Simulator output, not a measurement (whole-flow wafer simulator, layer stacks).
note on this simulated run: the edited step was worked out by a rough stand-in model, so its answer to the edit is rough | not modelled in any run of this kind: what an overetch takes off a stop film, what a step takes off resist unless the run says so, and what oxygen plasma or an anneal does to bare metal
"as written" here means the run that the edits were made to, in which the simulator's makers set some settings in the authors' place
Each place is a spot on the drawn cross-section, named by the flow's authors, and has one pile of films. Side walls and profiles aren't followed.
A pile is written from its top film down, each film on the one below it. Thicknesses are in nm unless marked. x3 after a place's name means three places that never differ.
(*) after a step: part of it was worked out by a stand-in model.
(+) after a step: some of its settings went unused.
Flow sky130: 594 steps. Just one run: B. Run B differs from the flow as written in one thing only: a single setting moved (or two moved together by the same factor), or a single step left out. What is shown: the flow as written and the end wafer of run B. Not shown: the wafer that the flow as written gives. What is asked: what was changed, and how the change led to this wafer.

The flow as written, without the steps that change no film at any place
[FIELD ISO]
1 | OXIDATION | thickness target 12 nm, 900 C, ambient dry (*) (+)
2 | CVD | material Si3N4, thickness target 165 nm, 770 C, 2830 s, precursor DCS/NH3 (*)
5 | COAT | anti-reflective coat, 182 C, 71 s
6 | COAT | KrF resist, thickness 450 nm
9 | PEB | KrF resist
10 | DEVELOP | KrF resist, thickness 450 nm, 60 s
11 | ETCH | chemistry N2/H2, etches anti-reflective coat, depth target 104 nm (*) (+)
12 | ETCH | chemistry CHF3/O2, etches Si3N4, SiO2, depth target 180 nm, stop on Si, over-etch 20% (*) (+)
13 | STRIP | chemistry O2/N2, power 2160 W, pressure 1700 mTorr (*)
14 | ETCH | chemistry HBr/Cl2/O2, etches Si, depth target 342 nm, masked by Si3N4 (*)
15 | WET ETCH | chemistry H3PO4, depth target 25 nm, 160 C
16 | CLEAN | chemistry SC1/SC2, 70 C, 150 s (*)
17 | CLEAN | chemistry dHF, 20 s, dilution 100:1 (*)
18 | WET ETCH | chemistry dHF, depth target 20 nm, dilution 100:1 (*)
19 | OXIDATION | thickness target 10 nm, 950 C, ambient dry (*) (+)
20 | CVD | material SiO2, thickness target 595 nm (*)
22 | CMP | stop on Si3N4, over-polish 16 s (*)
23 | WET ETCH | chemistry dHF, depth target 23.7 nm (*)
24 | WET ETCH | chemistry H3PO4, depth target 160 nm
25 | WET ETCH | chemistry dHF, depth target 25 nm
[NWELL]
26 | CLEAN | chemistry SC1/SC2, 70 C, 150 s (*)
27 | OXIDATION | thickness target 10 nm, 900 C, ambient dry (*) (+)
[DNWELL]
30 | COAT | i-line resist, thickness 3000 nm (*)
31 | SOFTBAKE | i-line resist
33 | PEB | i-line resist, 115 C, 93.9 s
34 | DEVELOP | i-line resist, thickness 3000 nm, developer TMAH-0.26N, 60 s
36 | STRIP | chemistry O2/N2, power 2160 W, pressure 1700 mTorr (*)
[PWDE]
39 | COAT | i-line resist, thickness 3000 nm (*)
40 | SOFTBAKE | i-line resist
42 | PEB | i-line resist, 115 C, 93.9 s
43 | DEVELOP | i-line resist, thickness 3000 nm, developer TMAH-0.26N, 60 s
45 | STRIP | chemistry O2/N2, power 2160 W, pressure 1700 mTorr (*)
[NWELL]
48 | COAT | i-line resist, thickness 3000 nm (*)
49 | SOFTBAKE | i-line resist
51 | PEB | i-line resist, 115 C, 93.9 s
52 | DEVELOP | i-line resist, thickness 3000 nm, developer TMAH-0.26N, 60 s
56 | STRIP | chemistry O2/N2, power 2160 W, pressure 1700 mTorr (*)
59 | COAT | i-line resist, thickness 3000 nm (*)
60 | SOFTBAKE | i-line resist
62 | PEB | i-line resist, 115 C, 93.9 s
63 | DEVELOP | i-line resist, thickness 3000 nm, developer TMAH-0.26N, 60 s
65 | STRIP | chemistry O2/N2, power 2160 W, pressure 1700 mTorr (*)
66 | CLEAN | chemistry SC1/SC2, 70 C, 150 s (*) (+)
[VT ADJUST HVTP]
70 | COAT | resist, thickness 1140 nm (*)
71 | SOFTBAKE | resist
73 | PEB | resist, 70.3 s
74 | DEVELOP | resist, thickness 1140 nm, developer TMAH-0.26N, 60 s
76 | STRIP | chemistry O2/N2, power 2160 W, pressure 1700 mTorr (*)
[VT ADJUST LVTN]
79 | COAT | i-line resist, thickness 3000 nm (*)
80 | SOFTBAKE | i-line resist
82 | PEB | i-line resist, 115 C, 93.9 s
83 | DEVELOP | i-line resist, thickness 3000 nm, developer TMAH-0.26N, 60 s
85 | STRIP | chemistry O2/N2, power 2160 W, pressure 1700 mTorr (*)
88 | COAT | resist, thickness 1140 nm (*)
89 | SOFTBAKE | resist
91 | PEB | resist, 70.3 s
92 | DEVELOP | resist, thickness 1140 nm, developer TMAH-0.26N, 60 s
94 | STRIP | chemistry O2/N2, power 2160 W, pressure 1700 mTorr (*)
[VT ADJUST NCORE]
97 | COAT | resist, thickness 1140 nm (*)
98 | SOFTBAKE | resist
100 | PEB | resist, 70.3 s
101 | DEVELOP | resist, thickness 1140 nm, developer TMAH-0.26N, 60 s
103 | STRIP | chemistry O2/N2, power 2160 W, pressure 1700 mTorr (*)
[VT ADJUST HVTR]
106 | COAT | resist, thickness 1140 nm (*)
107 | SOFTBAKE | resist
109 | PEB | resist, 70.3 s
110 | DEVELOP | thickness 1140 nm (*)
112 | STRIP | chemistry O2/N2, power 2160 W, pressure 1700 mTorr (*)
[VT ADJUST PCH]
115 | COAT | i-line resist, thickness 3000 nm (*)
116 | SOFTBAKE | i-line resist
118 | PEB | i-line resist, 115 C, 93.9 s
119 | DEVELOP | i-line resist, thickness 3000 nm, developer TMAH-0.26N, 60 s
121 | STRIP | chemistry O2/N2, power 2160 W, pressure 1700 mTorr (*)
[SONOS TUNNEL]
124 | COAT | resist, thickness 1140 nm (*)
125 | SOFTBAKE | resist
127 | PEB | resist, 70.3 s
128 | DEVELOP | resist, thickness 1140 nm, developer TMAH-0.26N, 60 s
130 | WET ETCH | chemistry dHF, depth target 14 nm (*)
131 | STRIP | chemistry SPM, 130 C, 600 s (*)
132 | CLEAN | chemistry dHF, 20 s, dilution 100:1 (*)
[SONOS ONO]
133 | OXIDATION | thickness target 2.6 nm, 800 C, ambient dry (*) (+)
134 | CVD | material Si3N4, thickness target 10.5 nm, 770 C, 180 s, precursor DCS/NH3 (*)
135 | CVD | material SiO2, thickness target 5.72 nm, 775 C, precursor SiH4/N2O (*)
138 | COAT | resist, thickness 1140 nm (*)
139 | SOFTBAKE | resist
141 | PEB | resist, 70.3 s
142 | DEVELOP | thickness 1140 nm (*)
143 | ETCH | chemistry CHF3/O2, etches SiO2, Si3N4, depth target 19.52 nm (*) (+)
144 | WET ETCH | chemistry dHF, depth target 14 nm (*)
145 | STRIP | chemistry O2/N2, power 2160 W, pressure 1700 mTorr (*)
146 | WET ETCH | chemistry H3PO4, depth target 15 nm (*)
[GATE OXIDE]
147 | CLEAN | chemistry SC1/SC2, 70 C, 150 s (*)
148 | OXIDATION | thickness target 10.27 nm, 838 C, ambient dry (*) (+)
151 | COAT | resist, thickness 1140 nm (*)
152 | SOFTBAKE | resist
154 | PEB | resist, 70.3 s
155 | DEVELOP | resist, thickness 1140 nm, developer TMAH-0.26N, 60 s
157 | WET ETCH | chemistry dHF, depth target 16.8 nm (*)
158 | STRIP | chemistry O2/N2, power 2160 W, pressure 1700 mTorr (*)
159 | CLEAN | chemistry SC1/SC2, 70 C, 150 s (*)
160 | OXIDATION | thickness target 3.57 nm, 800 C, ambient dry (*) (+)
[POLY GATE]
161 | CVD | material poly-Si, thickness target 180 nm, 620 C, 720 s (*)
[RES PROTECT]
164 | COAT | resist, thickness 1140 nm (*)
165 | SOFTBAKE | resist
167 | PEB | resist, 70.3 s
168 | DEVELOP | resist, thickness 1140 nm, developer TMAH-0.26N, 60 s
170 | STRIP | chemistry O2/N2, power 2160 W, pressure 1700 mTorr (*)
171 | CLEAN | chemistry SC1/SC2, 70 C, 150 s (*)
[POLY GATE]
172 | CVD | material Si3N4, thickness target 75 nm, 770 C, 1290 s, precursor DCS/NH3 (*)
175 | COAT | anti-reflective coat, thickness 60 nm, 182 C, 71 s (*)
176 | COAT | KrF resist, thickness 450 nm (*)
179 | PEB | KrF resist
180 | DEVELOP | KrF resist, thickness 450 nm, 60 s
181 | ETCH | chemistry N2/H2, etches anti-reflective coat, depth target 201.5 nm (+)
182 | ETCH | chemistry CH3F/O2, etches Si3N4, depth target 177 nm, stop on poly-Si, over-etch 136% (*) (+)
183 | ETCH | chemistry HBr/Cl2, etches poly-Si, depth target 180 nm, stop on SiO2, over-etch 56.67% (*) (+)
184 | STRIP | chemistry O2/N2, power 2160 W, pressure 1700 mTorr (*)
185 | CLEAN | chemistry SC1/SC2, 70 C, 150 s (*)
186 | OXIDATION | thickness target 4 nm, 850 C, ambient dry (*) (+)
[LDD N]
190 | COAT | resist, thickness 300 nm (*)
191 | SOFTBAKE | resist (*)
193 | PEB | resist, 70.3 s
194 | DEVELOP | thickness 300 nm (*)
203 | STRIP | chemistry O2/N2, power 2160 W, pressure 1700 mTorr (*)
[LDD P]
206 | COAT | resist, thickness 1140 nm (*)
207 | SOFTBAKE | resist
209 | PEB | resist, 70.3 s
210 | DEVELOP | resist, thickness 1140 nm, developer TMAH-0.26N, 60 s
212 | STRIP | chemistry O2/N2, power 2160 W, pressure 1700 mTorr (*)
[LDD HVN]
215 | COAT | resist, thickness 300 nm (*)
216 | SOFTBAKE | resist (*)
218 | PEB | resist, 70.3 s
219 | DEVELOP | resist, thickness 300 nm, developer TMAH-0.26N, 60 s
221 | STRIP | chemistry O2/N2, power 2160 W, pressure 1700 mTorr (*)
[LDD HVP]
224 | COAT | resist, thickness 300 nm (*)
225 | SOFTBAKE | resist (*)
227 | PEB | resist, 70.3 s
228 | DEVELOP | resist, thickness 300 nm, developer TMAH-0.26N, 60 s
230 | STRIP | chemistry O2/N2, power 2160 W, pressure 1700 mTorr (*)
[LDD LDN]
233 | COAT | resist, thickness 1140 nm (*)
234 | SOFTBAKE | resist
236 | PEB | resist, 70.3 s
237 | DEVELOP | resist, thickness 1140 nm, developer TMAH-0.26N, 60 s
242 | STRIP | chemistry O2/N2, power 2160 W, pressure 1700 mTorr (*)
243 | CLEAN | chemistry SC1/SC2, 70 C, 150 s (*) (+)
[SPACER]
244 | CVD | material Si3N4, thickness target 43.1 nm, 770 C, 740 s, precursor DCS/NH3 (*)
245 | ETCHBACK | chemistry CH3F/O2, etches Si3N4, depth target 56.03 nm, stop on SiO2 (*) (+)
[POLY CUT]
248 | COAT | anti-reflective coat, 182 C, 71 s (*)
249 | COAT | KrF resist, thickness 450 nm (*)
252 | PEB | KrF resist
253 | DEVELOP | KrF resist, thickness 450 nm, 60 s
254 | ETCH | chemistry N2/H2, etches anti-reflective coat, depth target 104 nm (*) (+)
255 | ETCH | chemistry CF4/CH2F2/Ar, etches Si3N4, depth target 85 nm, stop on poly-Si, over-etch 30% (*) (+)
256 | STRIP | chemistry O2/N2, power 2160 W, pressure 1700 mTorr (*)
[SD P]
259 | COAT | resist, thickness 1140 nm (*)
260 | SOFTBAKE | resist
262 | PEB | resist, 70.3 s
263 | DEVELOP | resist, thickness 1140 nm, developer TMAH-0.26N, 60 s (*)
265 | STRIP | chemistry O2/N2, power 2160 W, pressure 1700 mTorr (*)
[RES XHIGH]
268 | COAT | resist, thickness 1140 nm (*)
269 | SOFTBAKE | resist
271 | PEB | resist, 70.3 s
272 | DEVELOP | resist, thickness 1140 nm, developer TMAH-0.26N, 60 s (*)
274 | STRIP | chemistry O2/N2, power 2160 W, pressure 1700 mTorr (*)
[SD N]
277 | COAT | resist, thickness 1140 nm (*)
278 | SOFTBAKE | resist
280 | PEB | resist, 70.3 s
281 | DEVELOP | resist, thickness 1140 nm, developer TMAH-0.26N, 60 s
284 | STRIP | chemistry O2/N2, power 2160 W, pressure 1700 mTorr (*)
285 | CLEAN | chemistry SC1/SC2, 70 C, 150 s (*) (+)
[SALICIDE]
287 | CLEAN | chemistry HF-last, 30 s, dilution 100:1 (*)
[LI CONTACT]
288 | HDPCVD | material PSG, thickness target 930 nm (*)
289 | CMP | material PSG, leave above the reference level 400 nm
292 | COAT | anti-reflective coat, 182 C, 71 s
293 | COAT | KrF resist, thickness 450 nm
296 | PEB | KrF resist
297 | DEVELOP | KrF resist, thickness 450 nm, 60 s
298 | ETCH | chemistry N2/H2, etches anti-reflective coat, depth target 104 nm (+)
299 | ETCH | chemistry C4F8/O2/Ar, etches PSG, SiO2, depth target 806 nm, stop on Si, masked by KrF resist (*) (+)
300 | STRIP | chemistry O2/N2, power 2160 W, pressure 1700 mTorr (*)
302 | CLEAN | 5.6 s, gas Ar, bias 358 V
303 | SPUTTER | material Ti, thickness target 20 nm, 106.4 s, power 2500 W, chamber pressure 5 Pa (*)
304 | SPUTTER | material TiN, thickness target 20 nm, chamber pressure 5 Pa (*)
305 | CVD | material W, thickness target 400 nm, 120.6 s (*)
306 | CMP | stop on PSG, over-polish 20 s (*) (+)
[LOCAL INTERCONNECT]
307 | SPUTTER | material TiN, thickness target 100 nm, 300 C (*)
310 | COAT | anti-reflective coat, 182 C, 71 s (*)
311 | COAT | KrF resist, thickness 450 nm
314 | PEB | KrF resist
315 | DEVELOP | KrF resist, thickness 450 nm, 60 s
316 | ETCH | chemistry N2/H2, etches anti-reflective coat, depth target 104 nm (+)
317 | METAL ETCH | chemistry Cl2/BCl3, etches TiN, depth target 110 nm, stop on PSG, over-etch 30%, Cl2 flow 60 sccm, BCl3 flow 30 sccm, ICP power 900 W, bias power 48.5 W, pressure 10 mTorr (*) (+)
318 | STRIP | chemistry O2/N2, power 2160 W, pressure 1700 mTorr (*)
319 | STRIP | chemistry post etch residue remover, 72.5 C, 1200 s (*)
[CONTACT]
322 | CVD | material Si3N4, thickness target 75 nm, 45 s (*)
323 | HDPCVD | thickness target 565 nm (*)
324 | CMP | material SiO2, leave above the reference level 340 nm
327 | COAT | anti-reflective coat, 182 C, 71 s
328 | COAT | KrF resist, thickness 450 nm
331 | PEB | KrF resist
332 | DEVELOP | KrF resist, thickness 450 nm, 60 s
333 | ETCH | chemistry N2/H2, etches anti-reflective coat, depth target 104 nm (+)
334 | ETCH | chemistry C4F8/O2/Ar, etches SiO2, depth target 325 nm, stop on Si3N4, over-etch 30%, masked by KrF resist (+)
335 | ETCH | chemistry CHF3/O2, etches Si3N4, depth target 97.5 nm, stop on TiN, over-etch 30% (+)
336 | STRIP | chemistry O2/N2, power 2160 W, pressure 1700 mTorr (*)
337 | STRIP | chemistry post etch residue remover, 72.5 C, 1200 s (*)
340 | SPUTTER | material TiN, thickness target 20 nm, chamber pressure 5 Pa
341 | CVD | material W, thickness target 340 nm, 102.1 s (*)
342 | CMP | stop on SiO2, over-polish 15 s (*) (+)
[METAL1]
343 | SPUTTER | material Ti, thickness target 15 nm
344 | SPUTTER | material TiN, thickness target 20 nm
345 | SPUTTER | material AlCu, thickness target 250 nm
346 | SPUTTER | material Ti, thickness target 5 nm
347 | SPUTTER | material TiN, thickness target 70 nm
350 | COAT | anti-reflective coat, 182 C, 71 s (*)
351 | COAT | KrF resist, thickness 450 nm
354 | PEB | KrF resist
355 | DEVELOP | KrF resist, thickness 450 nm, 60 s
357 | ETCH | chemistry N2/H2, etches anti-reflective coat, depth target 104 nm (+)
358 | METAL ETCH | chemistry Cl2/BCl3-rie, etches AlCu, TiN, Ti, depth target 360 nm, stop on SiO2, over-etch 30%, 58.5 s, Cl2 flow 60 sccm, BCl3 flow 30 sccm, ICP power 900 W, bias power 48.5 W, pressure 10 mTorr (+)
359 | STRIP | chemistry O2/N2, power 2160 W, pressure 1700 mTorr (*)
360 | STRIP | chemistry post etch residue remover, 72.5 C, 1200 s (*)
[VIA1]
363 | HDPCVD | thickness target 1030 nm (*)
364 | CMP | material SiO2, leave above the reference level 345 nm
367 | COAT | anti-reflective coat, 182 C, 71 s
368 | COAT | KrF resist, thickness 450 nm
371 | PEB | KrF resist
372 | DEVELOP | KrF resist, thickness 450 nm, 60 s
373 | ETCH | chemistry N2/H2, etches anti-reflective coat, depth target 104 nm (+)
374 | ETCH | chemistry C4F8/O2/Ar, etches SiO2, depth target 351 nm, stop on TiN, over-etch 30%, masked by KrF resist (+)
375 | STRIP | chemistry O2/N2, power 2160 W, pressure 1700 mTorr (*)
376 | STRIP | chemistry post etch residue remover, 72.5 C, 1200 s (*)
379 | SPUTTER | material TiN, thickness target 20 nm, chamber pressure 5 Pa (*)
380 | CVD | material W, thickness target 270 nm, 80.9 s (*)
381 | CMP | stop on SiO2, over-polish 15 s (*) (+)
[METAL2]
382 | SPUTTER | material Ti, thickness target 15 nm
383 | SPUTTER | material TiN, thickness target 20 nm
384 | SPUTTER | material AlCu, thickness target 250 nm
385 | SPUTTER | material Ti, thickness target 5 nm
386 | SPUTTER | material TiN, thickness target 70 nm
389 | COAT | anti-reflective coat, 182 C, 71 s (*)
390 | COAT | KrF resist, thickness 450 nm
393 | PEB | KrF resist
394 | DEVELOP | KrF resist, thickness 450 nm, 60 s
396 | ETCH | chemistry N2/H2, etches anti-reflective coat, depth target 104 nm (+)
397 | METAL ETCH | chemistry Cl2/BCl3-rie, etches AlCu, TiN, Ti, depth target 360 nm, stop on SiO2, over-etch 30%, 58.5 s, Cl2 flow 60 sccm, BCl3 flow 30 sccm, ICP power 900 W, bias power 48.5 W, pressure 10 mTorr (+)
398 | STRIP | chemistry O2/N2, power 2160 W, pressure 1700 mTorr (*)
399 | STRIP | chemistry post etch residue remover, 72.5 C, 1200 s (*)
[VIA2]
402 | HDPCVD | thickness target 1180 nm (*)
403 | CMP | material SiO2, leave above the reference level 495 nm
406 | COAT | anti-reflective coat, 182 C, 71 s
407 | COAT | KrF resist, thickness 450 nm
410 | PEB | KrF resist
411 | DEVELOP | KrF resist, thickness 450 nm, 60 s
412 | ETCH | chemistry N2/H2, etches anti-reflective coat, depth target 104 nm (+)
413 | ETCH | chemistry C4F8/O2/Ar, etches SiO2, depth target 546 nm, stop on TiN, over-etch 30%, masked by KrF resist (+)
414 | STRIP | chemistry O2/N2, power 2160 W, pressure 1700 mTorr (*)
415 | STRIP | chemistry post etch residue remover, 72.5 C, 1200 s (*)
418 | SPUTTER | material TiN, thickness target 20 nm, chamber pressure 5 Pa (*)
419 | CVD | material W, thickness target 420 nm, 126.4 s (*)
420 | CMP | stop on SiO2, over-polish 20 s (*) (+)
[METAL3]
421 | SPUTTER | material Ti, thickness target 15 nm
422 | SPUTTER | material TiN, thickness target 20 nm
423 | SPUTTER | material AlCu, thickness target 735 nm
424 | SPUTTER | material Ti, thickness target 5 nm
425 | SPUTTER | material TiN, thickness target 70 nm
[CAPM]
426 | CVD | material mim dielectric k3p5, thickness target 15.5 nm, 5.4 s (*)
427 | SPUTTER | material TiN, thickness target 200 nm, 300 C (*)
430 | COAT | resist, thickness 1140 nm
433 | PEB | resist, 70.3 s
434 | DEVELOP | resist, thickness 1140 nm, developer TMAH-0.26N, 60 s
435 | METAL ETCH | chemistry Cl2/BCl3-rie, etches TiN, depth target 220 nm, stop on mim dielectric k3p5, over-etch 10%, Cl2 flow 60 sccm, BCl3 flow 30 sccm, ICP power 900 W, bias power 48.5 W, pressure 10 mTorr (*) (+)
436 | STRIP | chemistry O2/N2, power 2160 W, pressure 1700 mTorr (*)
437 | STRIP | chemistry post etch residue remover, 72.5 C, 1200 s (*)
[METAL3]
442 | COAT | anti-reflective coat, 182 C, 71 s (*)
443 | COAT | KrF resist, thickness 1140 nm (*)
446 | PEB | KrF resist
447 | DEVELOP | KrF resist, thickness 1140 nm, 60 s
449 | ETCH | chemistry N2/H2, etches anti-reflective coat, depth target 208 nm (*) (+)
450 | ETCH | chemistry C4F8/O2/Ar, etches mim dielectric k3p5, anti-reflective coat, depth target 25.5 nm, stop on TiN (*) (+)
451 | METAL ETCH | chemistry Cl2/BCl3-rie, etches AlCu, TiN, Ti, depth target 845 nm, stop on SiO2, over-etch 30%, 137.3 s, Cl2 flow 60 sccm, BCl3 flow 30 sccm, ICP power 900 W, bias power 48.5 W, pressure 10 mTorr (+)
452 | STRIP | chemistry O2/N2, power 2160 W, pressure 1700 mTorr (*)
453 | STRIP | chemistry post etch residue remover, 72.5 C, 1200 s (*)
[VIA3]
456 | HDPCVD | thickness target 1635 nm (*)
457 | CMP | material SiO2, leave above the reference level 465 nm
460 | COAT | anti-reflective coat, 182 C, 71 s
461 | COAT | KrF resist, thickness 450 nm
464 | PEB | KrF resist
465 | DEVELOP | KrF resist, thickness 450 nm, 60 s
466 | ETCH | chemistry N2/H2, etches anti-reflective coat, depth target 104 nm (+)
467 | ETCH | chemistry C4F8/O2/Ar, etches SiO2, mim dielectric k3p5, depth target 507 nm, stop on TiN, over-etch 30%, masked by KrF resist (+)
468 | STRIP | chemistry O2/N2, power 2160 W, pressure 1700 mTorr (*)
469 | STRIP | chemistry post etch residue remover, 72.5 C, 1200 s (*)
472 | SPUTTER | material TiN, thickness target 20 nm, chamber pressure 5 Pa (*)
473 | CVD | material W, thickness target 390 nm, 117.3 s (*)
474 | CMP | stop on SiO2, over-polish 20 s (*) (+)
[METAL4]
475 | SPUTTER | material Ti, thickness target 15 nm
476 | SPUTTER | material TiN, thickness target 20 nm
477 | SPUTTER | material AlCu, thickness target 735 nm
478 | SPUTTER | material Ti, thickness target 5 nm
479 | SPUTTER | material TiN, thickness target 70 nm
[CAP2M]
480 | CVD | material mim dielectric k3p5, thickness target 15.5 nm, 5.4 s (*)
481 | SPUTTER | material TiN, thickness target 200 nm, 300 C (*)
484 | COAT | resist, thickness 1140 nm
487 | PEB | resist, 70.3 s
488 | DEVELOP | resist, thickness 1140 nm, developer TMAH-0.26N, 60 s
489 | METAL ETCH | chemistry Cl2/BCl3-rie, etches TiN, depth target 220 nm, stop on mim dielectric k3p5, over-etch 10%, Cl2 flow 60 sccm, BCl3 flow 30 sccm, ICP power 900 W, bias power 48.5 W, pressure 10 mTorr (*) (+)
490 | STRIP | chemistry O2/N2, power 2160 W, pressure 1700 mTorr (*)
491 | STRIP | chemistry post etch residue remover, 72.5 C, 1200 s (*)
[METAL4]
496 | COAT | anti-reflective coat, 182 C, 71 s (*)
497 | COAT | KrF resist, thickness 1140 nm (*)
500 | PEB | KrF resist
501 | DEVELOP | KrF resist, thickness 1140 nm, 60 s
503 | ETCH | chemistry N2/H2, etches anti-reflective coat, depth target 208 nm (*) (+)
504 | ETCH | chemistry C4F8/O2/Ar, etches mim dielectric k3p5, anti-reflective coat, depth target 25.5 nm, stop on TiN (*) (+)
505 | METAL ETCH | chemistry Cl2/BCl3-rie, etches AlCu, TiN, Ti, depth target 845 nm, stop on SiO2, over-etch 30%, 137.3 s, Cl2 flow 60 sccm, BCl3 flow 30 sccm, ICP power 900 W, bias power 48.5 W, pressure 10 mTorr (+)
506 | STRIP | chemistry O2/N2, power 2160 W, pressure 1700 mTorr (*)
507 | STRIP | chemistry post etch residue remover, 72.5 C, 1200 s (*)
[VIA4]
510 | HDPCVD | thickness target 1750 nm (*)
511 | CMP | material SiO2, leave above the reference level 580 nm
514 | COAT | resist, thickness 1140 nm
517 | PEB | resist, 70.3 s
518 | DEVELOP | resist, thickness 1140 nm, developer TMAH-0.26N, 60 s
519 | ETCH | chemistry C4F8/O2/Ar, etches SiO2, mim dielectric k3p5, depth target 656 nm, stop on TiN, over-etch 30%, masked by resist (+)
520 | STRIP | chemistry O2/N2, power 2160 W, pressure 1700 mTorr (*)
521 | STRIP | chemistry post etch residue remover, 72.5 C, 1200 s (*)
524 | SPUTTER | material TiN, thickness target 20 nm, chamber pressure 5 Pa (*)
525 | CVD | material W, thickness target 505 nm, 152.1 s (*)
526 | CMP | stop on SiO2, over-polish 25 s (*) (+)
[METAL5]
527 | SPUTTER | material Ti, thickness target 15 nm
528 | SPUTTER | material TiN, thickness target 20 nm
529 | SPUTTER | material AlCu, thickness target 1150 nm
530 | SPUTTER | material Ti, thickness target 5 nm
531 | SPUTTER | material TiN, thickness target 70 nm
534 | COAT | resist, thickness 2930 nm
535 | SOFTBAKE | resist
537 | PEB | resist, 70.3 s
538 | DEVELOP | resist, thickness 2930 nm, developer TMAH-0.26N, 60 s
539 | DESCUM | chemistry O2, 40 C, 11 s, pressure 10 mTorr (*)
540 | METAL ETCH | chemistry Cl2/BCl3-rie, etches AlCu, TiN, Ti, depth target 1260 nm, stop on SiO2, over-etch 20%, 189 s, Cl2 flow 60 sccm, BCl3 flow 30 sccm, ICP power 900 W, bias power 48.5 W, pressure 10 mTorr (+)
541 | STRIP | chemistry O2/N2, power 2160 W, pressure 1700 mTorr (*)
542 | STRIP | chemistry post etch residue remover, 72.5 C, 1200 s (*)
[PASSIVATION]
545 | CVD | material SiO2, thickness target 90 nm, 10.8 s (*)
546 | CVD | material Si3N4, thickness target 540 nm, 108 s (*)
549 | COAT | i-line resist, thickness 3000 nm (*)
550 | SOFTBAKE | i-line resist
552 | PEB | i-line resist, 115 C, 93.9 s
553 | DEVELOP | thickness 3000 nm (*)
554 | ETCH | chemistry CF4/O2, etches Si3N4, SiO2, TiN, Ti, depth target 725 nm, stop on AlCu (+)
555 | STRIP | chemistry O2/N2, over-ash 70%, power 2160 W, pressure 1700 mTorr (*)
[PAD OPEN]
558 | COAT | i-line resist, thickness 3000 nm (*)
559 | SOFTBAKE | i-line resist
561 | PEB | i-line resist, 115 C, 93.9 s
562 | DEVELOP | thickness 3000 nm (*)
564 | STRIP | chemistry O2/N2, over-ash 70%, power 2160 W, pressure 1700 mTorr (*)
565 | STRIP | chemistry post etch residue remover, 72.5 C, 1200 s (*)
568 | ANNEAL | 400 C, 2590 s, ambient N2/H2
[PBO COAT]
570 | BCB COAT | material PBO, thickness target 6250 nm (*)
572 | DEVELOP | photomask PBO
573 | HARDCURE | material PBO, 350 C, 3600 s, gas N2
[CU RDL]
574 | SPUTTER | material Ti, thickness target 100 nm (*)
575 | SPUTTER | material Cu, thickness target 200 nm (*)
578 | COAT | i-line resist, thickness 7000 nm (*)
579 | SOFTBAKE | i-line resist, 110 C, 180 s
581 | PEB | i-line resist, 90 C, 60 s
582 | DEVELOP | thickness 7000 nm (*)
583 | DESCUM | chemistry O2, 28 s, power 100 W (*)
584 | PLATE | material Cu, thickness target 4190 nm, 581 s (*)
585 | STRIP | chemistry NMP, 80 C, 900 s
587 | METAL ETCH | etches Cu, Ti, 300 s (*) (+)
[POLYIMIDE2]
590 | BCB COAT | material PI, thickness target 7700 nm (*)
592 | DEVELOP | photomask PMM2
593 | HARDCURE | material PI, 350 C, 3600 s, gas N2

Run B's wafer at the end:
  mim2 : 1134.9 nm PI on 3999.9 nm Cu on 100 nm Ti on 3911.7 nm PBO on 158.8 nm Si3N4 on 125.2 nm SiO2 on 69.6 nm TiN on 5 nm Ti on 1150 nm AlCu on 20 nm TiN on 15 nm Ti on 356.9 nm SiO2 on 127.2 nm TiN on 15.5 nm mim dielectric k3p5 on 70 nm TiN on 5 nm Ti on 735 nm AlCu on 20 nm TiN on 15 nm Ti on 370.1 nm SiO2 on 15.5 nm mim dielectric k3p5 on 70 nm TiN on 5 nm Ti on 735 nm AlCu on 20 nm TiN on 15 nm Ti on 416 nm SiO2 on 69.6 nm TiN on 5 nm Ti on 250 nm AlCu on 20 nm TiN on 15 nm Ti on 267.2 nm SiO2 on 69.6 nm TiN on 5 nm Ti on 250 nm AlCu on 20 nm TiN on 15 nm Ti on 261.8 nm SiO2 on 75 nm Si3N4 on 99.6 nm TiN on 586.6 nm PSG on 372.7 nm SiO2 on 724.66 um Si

Cause: step 481, SPUTTER: thickness target 128 nm was run, while the flow as written has thickness target 200 nm.

The path from the change to this, step by step:
  481 | SPUTTER | material TiN, thickness target 200 nm, 300 C (*)
      field, active, n_well and 189 more: TiN gains 128 (new film) (as written it would have been: TiN gains 200 (new film))
  489 | METAL ETCH | chemistry Cl2/BCl3-rie, etches TiN, depth target 220 nm, stop on mim dielectric k3p5, over-etch 10%, Cl2 flow 60 sccm, BCl3 flow 30 sccm, ICP power 900 W, bias power 48.5 W, pressure 10 mTorr (*) (+)
      field, active, n_well and 188 more: TiN loses 128 (all of it) (as written it would have been: TiN loses 200 (all of it))
      mim2: resist loses 93.9 (as written it would have been: resist loses 146.7)
  490 | STRIP | chemistry O2/N2, power 2160 W, pressure 1700 mTorr (*)
      mim2: resist loses 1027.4 (all of it) (as written it would have been: resist loses 974.6 (all of it))
  496 | COAT | anti-reflective coat, 182 C, 71 s (*)
      iso_guard__w2: anti-reflective coat gains 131 (new film) (as written it would have been: anti-reflective coat gains 177.8 (new film))
      mim2: anti-reflective coat gains 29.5 (new film) (as written it would have been: anti-reflective coat gains 40.3 (new film))
  497 | COAT | KrF resist, thickness 1140 nm (*)
      iso_guard__w2: KrF resist gains 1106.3 (new film) (as written it would have been: KrF resist gains 1074.8 (new film))
      mim2: KrF resist gains 1082.9 (new film) (as written it would have been: KrF resist gains 1018.9 (new film))
  506 | STRIP | chemistry O2/N2, power 2160 W, pressure 1700 mTorr (*)
      iso_guard__w2: KrF resist loses 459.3 (all of it), anti-reflective coat loses 131 (all of it) (as written it would have been: KrF resist loses 427.9 (all of it), anti-reflective coat loses 177.8 (all of it))
      mim2: KrF resist loses 436 (all of it), anti-reflective coat loses 29.5 (all of it) (as written it would have been: KrF resist loses 372.1 (all of it), anti-reflective coat loses 40.3 (all of it))
  511 | CMP | material SiO2, leave above the reference level 580 nm
      mim2: SiO2 loses 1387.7 (as written it would have been: SiO2 loses 1459.7)
